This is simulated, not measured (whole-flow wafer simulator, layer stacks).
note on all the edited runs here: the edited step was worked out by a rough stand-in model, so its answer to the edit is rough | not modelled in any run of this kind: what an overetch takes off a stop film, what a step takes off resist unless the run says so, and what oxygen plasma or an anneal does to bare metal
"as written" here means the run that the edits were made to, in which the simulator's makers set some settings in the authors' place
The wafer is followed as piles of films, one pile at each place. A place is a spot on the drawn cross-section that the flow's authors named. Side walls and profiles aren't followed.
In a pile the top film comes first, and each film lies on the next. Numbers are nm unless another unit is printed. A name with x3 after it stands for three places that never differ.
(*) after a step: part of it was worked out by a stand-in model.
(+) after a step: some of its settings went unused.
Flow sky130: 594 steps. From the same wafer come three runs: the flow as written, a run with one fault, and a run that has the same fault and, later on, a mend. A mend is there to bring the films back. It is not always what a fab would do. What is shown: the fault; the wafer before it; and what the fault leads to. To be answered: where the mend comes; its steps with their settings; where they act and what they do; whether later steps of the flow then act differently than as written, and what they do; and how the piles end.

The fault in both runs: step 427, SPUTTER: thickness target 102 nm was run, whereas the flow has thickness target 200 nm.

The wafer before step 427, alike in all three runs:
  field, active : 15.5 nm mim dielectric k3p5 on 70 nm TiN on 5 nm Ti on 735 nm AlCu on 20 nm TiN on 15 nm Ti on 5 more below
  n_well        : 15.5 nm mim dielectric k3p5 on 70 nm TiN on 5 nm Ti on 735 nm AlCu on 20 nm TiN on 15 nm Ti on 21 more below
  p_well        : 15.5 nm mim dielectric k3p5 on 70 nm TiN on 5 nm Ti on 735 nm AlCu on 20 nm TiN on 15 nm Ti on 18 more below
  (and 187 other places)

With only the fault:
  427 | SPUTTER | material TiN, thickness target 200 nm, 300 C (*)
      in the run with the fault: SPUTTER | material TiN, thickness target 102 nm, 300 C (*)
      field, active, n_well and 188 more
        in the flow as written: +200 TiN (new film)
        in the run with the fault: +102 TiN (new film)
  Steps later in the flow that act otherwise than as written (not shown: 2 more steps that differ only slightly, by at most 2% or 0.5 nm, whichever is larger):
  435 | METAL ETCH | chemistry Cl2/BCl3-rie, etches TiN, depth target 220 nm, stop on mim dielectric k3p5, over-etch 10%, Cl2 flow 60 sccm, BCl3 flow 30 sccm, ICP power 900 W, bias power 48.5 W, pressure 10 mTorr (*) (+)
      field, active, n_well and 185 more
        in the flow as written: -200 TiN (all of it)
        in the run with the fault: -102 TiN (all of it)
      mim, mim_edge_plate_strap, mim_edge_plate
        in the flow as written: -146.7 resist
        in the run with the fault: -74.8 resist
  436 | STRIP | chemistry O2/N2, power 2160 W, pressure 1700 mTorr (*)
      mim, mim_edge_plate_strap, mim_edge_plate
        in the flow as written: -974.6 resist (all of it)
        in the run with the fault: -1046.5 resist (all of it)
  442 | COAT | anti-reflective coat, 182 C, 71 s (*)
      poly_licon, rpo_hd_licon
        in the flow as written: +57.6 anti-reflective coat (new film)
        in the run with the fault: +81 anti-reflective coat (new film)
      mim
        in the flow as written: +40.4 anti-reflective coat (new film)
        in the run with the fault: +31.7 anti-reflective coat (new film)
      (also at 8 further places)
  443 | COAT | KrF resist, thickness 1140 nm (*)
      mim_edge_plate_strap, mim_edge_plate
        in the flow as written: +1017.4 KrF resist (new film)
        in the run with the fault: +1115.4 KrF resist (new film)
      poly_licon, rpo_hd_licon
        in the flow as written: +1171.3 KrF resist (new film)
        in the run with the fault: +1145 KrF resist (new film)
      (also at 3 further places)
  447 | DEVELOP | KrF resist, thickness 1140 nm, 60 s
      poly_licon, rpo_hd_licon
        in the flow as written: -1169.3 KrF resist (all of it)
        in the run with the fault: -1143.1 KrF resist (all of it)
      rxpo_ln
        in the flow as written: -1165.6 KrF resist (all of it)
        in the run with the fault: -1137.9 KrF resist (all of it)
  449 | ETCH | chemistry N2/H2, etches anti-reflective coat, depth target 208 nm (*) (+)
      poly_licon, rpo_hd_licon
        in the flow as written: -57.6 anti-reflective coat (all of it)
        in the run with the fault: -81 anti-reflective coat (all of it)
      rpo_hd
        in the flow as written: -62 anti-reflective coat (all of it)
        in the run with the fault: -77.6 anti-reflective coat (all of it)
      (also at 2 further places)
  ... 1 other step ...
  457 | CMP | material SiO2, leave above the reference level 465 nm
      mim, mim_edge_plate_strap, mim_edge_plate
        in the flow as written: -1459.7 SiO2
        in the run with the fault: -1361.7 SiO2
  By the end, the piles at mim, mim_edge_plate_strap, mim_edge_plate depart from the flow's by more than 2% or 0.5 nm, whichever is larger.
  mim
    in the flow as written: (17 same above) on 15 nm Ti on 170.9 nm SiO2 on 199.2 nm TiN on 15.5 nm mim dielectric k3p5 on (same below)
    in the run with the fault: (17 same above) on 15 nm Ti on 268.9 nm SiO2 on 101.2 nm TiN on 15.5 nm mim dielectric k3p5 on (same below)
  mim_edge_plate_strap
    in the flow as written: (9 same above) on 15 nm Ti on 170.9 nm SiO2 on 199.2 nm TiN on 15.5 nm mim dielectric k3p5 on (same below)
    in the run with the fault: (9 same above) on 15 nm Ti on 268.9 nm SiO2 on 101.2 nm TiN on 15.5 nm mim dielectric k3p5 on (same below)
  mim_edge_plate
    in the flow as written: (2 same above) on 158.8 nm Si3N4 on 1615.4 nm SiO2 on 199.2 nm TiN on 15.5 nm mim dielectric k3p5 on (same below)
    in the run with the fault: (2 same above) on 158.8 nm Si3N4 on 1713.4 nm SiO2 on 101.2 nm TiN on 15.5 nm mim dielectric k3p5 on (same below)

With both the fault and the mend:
  After step 434 comes the mend.
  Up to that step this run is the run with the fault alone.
  434a | STRIP | chemistry O2/N2, power 2160 W, pressure 1700 mTorr (*)
      mim, mim_edge_plate_strap, mim_edge_plate
        -1121.3 resist (all of it)
  434b | SPUTTER | material TiN, thickness target 98 nm, 300 C (*) (the flow's step 427 again, with other settings)
      field, active, n_well and 188 more
        +98 TiN
  434c | HMDS | 120 C, 60 s (the flow's step 429 again)
      alters no film at any place that is followed
  434d | COAT | resist, thickness 1140 nm (the flow's step 430 again)
      field, active, n_well and 186 more
        +1140 resist (new film)
      m1, via2_hole
        +1140.6 resist (new film)
  434e | SOFTBAKE | resist (the flow's step 431 again)
      alters no film at any place that is followed
  434f | EXPOSE | photomask CAPM, dose 177.7 mJ/cm2, NA 0.6, wavelength 365 nm (*) (the flow's step 432 again)
      alters no film at any place that is followed
  434g | PEB | resist, 70.3 s (the flow's step 433 again)
      field, active, n_well and 188 more
        -18.7 resist
  434h | DEVELOP | resist, thickness 1140 nm, developer TMAH-0.26N, 60 s (the flow's step 434 again)
      field, active, n_well and 183 more
        -1121.3 resist (all of it)
      m1, via2_hole
        -1121.9 resist (all of it)
  Later steps of the flow that are run all act as written at every place that is followed.
  By the end, the piles equal the flow's at every place that both follow.
